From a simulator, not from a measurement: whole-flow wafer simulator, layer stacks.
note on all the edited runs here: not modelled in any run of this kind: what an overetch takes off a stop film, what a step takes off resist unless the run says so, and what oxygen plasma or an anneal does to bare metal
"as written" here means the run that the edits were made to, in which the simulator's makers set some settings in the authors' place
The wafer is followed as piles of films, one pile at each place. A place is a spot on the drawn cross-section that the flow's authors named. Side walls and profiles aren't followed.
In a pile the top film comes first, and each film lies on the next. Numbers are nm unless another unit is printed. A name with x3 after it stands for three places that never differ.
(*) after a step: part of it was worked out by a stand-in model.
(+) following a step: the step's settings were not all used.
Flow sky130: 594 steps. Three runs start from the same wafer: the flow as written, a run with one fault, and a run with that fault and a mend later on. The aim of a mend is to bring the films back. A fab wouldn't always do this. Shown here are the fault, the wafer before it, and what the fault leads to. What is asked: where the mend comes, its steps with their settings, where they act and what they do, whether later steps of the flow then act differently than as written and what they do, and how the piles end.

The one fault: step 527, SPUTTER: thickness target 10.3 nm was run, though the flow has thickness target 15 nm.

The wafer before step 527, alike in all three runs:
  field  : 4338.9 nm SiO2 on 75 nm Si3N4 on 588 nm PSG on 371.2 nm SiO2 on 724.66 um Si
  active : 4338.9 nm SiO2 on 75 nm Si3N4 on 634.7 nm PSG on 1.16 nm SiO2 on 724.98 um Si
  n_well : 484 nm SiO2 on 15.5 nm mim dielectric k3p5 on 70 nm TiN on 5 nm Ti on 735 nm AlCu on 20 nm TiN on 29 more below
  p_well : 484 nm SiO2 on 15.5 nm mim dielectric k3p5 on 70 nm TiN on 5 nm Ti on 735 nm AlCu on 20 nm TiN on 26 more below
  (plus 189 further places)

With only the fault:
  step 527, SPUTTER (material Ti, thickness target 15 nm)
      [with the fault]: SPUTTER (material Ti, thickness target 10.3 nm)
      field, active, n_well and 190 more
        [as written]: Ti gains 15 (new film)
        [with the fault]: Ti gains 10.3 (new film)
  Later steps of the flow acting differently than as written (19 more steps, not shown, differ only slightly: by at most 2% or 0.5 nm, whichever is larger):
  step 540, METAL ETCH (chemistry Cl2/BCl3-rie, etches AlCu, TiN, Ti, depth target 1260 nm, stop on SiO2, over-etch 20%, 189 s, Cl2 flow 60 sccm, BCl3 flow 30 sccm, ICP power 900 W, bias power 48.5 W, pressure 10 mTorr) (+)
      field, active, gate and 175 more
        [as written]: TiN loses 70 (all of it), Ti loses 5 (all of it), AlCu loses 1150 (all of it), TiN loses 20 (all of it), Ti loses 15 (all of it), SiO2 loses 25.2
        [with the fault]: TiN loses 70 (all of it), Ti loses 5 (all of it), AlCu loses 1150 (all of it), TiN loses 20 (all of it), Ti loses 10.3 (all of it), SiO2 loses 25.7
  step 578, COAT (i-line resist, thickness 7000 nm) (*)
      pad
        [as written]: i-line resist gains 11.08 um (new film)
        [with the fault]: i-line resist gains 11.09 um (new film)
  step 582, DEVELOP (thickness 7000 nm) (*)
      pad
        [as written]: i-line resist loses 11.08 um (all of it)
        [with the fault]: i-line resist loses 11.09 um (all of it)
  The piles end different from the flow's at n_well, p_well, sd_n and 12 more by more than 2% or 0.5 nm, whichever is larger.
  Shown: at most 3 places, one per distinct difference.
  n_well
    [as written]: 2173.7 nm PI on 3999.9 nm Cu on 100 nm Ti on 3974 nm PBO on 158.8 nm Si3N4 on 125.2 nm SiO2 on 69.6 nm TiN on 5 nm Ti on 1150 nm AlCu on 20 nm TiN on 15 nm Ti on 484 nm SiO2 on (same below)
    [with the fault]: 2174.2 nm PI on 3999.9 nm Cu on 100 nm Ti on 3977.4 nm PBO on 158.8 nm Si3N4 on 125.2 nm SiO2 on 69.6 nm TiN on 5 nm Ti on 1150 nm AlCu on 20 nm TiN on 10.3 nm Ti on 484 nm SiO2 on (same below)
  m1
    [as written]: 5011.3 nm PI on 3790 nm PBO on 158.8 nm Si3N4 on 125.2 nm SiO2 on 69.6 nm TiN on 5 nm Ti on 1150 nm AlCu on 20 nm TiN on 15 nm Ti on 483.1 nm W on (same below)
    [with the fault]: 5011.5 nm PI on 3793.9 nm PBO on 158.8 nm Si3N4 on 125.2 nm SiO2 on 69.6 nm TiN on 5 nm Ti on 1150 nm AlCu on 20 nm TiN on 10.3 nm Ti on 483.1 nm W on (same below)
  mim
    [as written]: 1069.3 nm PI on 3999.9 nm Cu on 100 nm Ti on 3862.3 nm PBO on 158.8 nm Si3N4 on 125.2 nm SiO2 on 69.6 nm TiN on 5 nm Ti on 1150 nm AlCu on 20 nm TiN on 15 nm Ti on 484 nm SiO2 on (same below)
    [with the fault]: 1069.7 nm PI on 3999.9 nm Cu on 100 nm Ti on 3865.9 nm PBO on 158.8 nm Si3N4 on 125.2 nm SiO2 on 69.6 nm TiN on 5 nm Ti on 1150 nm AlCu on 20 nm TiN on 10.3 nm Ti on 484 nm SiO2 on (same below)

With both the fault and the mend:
  The mend stands after step 527.
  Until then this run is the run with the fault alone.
  step 527a, SPUTTER (material Ti, thickness target 4.7 nm) (a further turn of the flow's step 527, with different settings)
      field, active, n_well and 190 more
        Ti gains 4.7
  Later steps of the flow that are run all act as written at every place that is followed.
  The piles end the same as the flow's at every place that both follow.
